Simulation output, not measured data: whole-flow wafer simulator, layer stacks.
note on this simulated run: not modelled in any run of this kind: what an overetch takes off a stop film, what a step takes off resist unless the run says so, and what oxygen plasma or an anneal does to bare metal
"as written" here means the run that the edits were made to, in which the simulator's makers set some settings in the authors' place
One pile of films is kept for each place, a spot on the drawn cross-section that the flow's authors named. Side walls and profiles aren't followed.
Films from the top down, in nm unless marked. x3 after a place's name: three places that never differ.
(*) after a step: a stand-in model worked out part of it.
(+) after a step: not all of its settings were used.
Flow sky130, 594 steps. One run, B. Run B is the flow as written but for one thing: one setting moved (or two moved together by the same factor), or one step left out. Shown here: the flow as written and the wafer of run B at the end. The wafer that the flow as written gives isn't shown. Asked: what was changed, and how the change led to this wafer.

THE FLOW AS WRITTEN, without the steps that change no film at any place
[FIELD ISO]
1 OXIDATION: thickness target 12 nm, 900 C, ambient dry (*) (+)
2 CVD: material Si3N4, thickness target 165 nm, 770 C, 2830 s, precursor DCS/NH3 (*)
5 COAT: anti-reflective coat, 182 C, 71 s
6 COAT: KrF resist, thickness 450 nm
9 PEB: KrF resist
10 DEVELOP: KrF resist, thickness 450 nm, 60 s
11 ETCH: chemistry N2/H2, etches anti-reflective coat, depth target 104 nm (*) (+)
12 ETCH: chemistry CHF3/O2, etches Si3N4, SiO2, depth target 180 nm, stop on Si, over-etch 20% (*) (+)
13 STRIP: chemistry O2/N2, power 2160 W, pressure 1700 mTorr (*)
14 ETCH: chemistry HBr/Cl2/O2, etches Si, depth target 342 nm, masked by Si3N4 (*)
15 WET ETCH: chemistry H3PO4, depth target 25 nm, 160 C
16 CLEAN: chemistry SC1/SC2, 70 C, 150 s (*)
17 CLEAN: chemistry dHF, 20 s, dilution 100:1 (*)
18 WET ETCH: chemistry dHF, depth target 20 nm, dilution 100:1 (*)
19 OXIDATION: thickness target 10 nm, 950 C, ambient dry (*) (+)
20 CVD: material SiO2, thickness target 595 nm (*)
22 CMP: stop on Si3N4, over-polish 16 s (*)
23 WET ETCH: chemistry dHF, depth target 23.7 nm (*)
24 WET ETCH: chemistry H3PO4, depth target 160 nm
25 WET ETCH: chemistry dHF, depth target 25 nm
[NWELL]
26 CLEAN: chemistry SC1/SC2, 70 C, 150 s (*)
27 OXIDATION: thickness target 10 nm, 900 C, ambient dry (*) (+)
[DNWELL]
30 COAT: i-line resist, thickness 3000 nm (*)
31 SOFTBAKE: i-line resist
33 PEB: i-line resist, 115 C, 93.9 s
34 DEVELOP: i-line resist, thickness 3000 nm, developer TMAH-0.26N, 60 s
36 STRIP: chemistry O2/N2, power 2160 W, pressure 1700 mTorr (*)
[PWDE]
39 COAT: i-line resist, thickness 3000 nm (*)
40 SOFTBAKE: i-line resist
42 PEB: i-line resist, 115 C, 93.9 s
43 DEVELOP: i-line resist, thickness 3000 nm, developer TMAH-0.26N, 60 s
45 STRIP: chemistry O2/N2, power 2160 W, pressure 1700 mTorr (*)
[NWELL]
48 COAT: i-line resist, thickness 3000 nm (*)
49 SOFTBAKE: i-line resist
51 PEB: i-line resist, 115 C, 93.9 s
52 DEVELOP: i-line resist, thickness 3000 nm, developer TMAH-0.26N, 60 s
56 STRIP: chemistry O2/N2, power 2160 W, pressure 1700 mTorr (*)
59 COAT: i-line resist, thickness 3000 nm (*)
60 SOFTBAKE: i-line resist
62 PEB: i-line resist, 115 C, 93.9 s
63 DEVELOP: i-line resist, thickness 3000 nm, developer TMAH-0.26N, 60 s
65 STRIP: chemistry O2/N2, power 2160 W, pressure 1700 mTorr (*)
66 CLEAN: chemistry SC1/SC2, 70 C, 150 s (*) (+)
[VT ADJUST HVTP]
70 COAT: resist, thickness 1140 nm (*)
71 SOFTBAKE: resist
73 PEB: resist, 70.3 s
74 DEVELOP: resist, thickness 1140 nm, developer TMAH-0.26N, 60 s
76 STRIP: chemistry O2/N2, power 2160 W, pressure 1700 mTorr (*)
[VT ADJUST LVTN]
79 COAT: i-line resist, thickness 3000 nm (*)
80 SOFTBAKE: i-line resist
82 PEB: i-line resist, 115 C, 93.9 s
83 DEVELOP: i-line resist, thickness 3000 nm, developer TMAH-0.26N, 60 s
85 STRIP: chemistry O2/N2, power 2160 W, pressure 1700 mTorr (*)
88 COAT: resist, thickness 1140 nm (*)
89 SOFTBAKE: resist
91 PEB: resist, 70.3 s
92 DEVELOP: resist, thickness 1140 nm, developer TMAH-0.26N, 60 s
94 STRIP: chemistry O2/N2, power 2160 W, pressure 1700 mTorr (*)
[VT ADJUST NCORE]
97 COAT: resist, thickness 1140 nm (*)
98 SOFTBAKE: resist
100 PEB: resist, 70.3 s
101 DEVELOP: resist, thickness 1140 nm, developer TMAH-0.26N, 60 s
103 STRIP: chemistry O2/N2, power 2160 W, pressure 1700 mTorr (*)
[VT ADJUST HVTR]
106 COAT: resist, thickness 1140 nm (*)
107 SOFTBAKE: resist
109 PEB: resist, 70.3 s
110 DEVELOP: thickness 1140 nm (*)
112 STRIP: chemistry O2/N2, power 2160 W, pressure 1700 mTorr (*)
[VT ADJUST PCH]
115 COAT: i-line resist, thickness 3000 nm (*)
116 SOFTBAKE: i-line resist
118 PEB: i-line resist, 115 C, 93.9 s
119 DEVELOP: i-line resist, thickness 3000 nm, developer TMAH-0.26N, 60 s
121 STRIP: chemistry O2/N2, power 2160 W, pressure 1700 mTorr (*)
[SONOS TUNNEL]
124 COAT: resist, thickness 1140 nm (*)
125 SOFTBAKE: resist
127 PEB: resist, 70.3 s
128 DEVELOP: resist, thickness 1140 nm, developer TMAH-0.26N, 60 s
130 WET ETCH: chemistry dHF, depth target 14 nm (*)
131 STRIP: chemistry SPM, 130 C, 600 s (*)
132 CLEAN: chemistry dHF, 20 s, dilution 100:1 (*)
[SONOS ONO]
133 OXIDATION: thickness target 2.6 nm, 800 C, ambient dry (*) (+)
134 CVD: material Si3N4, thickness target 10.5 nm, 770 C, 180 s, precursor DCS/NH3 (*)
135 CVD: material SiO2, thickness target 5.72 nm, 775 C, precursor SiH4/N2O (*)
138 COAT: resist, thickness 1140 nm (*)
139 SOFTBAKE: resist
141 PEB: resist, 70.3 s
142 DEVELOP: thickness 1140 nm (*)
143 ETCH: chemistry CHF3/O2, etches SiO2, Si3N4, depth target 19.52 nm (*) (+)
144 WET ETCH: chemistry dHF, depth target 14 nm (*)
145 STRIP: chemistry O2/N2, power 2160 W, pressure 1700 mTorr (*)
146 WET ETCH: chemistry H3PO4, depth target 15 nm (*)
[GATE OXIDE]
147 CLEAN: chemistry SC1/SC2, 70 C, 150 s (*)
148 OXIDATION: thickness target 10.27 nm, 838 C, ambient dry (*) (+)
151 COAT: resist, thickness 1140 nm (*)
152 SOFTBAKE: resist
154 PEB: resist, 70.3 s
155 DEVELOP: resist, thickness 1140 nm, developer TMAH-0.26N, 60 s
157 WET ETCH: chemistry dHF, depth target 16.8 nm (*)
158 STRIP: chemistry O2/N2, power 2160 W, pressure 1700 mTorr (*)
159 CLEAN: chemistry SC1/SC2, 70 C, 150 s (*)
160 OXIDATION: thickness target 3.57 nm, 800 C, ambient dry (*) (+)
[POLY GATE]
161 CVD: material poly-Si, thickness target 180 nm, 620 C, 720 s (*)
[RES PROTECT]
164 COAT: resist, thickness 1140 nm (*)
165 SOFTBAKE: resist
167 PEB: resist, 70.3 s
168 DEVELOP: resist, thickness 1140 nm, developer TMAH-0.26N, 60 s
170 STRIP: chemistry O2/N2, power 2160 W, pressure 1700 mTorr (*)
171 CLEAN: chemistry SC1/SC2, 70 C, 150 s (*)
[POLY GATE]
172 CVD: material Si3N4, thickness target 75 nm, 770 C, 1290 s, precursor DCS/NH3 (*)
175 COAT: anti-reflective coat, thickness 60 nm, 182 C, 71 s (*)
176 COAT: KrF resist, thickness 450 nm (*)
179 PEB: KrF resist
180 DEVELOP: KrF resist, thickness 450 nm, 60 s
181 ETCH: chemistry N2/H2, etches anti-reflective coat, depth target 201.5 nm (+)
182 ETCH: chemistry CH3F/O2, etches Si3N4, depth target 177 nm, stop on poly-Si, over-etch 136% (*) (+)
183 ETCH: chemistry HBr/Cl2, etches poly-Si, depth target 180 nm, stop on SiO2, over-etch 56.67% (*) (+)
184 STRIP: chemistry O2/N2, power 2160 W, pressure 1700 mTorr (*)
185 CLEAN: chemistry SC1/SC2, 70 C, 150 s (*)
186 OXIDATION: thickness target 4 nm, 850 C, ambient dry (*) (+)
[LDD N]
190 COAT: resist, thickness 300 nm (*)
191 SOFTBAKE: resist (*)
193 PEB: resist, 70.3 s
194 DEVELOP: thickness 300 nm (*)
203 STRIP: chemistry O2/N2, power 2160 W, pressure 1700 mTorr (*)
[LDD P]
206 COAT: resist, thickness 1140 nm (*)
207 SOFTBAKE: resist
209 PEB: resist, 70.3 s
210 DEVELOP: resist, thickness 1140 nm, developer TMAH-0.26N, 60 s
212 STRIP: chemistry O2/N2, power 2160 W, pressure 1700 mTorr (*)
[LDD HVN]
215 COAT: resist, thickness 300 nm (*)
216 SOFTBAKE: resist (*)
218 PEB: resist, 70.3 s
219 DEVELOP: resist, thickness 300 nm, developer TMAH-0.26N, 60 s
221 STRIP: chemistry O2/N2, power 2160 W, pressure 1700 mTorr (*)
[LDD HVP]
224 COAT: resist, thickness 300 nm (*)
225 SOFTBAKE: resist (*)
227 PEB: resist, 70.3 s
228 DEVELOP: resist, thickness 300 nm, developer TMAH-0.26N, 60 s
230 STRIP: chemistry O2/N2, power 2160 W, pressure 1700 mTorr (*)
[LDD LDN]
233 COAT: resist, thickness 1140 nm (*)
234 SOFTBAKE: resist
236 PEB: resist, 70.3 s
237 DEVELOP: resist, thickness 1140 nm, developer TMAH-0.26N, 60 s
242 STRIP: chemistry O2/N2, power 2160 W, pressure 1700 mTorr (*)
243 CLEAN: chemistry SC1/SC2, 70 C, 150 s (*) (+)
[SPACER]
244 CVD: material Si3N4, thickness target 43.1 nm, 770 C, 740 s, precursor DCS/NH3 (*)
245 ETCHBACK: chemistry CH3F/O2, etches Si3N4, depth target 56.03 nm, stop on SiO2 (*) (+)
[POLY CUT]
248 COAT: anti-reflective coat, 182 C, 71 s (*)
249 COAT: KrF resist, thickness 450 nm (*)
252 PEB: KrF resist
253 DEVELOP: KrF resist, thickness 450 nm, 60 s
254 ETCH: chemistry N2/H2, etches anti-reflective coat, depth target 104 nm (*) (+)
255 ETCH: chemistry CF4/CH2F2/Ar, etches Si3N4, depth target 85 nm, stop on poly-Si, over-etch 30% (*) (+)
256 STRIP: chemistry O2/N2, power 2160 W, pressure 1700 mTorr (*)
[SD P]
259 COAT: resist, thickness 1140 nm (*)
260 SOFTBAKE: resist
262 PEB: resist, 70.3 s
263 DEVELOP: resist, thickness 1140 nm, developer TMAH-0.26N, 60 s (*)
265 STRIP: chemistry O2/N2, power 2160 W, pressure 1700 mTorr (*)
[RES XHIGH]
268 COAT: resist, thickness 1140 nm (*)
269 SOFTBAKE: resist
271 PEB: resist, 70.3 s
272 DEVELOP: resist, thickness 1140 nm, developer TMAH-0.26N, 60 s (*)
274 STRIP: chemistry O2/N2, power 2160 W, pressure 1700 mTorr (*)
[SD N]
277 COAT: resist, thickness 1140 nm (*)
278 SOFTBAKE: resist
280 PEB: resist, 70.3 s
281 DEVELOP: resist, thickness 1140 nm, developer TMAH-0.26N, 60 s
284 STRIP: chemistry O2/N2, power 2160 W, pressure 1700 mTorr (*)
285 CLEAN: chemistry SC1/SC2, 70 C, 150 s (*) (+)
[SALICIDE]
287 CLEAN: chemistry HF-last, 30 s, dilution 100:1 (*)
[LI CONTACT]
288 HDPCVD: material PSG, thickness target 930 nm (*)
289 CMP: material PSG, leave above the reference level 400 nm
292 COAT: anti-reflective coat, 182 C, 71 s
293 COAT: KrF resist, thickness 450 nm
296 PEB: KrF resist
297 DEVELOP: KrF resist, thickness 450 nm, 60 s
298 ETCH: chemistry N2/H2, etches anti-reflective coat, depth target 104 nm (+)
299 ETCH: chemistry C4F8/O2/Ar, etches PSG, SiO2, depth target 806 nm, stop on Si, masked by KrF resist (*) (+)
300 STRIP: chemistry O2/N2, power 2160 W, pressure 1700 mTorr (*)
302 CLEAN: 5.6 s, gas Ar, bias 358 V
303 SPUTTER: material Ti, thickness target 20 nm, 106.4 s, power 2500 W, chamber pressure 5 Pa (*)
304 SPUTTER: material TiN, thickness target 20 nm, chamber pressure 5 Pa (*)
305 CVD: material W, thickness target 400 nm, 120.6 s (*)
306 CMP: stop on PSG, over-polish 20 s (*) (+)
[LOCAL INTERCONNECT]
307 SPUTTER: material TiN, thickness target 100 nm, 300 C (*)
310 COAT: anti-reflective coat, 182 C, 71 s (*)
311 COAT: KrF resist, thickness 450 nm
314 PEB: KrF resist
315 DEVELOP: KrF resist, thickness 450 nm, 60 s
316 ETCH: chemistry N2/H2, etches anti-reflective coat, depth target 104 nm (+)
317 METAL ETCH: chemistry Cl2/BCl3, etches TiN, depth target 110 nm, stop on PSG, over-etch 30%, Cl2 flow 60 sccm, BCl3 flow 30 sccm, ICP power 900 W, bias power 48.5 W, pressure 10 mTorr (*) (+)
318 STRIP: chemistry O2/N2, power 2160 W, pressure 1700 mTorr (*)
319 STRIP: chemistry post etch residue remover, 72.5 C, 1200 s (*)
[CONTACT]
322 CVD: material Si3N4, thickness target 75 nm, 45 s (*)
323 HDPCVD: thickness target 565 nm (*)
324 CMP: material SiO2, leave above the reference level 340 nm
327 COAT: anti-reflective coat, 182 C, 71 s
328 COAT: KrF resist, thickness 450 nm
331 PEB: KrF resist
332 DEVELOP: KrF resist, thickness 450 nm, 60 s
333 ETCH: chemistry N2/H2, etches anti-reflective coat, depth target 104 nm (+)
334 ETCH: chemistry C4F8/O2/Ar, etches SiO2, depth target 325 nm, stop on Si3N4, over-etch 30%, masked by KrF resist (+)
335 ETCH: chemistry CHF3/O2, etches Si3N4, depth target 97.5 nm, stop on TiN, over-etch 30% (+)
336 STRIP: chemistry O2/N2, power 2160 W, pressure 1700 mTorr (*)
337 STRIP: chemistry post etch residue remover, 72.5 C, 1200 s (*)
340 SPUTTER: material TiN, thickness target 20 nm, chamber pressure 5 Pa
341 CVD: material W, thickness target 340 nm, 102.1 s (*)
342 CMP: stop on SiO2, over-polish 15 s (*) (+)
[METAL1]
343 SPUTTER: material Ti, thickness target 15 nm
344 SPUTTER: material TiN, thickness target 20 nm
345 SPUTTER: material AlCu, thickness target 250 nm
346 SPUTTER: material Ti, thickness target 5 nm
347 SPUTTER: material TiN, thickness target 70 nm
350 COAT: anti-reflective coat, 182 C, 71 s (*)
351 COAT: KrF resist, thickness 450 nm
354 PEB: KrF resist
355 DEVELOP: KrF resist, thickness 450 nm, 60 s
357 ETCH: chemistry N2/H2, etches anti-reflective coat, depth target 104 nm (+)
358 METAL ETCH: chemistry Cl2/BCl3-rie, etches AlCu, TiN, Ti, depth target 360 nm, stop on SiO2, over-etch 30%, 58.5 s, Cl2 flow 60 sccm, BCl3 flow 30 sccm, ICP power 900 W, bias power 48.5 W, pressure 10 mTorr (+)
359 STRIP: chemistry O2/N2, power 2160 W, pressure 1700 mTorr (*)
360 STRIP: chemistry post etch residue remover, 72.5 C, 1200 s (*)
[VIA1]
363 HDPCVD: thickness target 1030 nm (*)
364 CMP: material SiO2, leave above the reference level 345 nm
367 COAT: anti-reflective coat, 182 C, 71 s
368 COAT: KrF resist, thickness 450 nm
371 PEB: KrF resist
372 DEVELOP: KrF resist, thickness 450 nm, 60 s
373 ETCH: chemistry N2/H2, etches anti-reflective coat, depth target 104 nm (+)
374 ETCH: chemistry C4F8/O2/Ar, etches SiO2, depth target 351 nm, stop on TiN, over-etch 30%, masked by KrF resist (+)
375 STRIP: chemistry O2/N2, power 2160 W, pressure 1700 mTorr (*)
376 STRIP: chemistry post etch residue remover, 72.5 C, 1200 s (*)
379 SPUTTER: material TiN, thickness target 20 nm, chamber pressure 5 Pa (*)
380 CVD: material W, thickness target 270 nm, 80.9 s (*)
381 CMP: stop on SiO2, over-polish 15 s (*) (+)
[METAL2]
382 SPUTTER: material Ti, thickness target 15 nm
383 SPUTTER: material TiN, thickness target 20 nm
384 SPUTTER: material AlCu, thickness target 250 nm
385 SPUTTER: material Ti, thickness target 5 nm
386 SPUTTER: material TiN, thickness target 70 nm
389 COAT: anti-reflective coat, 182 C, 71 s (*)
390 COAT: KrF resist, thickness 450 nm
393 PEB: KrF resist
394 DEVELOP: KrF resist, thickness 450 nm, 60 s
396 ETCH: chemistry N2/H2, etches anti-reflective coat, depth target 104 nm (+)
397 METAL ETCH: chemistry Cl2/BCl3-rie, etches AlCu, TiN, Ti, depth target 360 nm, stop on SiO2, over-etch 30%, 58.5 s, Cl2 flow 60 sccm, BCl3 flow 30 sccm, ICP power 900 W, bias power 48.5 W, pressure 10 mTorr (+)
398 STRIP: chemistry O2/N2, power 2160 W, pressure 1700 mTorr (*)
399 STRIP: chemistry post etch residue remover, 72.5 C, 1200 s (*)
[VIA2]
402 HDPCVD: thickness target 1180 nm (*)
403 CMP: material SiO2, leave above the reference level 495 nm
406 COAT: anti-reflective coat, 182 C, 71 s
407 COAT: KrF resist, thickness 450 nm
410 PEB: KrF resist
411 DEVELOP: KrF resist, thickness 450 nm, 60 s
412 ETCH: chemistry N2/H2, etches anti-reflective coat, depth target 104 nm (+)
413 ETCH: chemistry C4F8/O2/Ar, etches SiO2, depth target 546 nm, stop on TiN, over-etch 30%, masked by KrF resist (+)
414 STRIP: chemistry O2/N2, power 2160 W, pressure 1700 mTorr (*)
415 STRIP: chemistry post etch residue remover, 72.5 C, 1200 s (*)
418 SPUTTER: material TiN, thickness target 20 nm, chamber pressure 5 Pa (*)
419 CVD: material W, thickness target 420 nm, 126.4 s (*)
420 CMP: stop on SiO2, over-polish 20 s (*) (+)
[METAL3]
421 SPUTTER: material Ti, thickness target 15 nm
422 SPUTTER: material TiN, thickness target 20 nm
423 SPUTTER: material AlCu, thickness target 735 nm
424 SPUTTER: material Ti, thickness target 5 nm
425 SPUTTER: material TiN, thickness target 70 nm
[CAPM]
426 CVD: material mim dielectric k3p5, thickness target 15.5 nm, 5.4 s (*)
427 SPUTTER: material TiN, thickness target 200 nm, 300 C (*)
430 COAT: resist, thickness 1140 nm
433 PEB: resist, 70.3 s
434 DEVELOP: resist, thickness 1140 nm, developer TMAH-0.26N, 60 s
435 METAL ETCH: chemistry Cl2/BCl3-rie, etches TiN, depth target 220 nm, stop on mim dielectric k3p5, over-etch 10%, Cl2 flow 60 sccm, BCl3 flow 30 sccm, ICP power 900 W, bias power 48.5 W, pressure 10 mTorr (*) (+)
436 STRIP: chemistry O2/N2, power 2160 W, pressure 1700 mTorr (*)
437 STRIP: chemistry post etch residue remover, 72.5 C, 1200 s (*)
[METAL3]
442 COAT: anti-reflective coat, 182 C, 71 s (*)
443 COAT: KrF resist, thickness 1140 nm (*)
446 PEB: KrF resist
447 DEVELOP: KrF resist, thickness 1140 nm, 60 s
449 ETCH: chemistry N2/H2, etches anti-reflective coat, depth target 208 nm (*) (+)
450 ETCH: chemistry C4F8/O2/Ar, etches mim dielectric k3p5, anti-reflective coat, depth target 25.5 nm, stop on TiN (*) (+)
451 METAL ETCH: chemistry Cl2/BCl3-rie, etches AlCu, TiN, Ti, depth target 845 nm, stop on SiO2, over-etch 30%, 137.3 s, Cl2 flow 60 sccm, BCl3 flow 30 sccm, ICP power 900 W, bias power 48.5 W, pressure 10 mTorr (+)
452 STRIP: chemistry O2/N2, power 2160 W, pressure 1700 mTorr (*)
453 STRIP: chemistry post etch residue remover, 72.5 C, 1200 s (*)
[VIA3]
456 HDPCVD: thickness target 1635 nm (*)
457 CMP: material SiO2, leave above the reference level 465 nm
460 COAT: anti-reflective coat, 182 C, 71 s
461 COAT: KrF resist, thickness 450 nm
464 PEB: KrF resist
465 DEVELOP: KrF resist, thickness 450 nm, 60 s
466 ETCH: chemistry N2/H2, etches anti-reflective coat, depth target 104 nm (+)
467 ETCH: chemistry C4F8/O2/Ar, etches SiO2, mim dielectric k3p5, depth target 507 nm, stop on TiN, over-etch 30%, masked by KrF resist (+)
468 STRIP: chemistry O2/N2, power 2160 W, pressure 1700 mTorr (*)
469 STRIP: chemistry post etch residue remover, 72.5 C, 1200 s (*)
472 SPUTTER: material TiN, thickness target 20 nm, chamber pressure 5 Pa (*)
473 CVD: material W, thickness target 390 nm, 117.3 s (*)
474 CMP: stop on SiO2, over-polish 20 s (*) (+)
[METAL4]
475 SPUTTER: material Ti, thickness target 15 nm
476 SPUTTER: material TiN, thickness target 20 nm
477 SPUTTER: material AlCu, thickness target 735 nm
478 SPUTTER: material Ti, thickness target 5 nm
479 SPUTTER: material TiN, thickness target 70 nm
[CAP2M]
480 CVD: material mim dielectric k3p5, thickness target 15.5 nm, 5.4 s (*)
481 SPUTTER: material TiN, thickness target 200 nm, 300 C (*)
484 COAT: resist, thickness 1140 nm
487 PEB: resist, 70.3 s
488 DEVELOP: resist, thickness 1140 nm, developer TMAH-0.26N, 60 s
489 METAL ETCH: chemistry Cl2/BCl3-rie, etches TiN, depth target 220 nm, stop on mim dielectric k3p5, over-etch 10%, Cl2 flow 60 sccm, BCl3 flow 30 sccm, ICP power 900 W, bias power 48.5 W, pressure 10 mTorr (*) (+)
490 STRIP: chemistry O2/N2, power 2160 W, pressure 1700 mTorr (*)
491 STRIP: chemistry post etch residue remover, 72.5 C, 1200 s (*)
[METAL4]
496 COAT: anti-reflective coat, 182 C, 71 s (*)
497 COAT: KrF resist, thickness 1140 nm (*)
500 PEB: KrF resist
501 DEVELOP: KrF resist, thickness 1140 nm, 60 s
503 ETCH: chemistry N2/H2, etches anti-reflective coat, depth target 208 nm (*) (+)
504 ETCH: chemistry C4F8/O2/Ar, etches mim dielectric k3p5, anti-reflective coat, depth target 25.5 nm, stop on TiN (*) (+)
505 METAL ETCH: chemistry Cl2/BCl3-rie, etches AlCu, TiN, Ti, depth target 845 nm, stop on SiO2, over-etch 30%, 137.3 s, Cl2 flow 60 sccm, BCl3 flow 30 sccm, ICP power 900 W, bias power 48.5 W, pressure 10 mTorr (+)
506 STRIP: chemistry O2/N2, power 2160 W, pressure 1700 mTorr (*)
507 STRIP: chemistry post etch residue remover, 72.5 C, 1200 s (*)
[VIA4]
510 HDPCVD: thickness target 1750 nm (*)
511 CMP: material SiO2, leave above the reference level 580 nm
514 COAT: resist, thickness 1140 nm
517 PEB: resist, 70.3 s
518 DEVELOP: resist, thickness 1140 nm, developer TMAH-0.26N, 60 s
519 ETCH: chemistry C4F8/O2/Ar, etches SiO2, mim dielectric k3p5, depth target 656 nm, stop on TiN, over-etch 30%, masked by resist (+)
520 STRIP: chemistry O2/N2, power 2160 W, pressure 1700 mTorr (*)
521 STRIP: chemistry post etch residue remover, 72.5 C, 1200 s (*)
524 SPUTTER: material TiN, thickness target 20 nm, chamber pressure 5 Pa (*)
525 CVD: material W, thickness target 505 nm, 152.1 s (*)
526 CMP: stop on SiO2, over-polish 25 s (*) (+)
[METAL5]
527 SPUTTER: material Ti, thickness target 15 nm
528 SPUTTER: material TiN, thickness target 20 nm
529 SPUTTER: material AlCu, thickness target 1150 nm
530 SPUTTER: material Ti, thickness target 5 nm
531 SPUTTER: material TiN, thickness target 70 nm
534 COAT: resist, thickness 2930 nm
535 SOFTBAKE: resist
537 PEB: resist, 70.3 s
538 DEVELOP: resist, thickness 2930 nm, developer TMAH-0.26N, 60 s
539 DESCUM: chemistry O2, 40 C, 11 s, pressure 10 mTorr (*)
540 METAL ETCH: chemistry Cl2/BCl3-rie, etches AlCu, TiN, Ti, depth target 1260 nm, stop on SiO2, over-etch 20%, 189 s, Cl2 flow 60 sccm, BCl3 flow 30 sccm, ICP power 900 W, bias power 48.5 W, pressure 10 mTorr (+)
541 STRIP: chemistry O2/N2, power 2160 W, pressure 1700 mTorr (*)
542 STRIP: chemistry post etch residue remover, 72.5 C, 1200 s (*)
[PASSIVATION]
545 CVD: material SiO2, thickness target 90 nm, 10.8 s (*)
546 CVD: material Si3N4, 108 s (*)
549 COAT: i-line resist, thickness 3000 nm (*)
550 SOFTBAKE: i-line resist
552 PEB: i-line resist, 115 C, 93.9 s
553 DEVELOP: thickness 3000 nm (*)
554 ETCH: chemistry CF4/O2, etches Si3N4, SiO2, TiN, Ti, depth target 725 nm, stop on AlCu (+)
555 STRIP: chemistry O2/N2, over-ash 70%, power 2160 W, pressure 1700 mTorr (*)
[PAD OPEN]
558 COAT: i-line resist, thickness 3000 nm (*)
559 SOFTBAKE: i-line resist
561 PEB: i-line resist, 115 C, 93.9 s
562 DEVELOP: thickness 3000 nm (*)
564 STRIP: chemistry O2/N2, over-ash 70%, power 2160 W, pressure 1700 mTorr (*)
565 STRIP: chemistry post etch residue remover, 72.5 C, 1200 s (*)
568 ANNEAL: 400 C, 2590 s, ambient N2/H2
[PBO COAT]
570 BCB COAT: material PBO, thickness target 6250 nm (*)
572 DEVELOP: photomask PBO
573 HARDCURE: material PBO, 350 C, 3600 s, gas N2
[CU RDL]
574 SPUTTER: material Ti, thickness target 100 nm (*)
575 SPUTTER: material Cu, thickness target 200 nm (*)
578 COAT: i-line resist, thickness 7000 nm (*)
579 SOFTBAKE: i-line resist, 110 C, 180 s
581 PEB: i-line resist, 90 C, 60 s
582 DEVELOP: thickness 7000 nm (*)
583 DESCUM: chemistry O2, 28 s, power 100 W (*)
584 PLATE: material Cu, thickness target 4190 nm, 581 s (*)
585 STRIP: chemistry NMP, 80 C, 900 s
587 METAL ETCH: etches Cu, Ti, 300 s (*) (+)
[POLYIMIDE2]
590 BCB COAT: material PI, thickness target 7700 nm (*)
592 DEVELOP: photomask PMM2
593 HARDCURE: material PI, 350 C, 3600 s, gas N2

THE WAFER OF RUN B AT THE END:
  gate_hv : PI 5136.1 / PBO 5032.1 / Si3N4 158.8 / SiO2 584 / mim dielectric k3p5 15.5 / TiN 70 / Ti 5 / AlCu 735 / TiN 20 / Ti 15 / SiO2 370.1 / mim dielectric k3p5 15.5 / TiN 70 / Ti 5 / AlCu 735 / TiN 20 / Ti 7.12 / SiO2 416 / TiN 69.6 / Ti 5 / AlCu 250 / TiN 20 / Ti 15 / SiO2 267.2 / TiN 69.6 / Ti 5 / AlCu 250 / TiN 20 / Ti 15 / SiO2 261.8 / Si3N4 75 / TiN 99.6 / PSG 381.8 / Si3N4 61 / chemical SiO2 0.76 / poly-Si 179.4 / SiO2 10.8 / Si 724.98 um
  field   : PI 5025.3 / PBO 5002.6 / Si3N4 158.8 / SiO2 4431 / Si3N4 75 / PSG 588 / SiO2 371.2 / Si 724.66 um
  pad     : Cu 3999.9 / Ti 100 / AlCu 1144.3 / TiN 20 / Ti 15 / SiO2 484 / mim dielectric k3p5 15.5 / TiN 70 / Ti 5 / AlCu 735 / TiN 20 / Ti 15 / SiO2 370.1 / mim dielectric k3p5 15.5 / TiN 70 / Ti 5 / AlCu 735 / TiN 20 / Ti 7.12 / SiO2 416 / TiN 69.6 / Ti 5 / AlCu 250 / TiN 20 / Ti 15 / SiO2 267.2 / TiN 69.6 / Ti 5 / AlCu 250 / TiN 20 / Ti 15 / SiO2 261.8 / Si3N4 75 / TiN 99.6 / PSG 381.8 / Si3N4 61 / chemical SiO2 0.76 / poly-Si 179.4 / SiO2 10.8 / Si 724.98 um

The cause: step 421, SPUTTER: thickness target 7.12 nm was run, where the flow has thickness target 15 nm.
It can be read off the wafer: gate_hv has Ti 7.12, and step 421 as written asks for 15 nm.

How the change led to this, step by step:
  421 SPUTTER: material Ti, thickness target 15 nm
      field, active, n_well and 188 more: Ti +7.12 (new film) (as written it would be: Ti +15 (new film))
  451 METAL ETCH: chemistry Cl2/BCl3-rie, etches AlCu, TiN, Ti, depth target 845 nm, stop on SiO2, over-etch 30%, 137.3 s, Cl2 flow 60 sccm, BCl3 flow 30 sccm, ICP power 900 W, bias power 48.5 W, pressure 10 mTorr (+)
      field, gate, spacer and 68 more: TiN -70 (all of it), Ti -5 (all of it), AlCu -735 (all of it), TiN -20 (all of it), Ti -7.12 (all of it), SiO2 -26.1 (as written it would be: TiN -70 (all of it), Ti -5 (all of it), AlCu -735 (all of it), TiN -20 (all of it), Ti -15 (all of it), SiO2 -25.4)
      active, vpp_ln, vpp_iso2 and 11 more: TiN -70 (all of it), Ti -5 (all of it), AlCu -735 (all of it), TiN -20 (all of it), Ti -7.12 (all of it), SiO2 -26.1 (as written it would be: TiN -70 (all of it), Ti -5 (all of it), AlCu -735 (all of it), TiN -20 (all of it), Ti -15 (all of it), SiO2 -25.3)
